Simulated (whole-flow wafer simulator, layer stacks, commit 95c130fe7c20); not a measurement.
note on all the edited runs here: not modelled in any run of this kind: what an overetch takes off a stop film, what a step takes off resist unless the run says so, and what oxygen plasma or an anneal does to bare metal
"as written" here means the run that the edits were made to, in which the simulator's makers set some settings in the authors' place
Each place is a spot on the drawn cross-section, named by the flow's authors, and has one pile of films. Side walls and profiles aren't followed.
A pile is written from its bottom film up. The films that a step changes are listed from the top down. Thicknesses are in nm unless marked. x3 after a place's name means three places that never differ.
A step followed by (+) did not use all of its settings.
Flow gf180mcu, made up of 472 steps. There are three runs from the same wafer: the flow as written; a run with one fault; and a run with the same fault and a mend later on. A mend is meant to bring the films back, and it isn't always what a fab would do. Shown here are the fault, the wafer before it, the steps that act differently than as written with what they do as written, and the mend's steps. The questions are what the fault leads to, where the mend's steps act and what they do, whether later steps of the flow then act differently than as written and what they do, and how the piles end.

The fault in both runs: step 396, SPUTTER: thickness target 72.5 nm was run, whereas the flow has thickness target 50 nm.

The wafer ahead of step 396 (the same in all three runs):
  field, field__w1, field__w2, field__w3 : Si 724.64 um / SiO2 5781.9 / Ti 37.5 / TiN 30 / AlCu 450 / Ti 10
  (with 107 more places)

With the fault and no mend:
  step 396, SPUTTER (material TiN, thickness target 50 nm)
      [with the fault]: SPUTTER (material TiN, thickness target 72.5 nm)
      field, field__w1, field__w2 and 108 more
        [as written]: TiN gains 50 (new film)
        [with the fault]: TiN gains 72.5 (new film)
  Steps later in the flow that act otherwise than as written (not shown: 1 more step that differs only slightly, by at most 2% or 0.5 nm, whichever is larger):
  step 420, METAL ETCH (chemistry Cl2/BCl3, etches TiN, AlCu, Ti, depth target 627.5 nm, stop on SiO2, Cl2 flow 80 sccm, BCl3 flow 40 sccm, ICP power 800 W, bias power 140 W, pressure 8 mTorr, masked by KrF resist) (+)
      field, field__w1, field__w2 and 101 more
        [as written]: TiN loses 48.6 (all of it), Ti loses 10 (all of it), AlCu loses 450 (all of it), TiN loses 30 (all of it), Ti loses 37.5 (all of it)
        [with the fault]: TiN loses 71.1 (all of it), Ti loses 10 (all of it), AlCu loses 450 (all of it), TiN loses 30 (all of it), Ti loses 37.5 (all of it)
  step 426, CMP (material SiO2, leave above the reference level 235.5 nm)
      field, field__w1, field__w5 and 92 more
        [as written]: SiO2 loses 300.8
        [with the fault]: SiO2 loses 278.3
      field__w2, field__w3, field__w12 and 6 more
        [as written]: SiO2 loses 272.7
        [with the fault]: SiO2 loses 249.1
  The piles end different from the flow's at field__w4, field__w8, contact, m1, m1__w1, mim, mim_1p0, m1_nw by more than 2% or 0.5 nm, whichever is larger.
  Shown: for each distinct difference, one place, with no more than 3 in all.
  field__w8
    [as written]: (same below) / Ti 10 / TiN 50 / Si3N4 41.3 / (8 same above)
    [with the fault]: (same below) / Ti 10 / TiN 72.5 / Si3N4 41.3 / (8 same above)
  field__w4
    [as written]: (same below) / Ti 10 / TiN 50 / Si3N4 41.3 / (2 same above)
    [with the fault]: (same below) / Ti 10 / TiN 72.5 / Si3N4 41.3 / (2 same above)
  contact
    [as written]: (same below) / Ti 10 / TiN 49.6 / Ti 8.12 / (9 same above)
    [with the fault]: (same below) / Ti 10 / TiN 72.1 / Ti 8.12 / (9 same above)

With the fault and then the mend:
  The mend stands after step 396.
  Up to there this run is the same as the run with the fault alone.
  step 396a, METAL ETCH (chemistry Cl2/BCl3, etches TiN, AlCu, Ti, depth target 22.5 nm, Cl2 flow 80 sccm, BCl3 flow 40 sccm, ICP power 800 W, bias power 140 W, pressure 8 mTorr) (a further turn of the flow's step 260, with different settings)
      field, field__w1, field__w2 and 108 more
        TiN loses 22.5
  Every later step of the flow that is run acts as written at every place that is followed.
  At every place that both follow, the piles at the end match the flow's.
